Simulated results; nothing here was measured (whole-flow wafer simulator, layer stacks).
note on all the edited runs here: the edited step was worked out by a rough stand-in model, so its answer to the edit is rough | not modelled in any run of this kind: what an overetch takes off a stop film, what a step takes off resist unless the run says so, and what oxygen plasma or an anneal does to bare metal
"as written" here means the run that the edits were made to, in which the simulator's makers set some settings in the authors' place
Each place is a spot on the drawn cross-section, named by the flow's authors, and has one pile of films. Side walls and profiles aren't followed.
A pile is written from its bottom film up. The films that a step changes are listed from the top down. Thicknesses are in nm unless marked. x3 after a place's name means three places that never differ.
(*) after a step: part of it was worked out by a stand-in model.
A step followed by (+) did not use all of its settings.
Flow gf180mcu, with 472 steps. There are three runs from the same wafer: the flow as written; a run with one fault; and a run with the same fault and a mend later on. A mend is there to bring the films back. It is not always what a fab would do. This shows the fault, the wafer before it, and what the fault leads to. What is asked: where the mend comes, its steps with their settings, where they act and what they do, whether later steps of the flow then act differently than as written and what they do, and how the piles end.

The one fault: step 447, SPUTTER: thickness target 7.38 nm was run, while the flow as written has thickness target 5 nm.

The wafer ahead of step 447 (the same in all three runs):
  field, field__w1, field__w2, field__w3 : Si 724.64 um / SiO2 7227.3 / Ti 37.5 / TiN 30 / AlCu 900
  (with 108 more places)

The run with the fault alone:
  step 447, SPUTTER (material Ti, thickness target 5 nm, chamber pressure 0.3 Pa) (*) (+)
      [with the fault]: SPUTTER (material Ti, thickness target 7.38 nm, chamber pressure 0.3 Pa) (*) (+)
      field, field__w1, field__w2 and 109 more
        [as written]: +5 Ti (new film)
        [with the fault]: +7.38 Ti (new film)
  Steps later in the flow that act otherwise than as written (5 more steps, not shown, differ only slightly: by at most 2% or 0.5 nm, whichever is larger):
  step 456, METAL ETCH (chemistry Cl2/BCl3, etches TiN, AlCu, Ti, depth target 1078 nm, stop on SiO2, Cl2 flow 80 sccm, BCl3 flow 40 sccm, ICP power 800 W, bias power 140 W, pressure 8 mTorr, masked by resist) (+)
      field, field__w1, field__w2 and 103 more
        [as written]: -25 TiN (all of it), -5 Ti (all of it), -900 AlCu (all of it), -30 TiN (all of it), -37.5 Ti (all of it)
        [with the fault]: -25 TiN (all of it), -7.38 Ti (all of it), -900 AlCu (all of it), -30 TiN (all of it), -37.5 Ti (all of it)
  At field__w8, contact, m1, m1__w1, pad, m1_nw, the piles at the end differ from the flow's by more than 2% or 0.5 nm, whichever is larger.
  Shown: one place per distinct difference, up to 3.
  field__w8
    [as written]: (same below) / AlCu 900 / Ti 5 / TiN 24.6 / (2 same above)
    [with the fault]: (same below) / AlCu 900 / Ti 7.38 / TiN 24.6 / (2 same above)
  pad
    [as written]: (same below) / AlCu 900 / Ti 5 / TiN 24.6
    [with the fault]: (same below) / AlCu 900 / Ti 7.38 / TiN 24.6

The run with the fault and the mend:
  After step 447 comes the mend.
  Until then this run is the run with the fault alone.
  step 447a, METAL ETCH (chemistry Cl2/BCl3, etches TiN, AlCu, Ti, depth target 2.38 nm, Cl2 flow 80 sccm, BCl3 flow 40 sccm, ICP power 800 W, bias power 140 W, pressure 8 mTorr) (the flow's step 260 again, with other settings)
      field, field__w1, field__w2 and 109 more
        -2.38 Ti
  None of the later steps of the flow acts differently than as written at any place that is followed.
  The piles end the same as the flow's at every place that both follow.
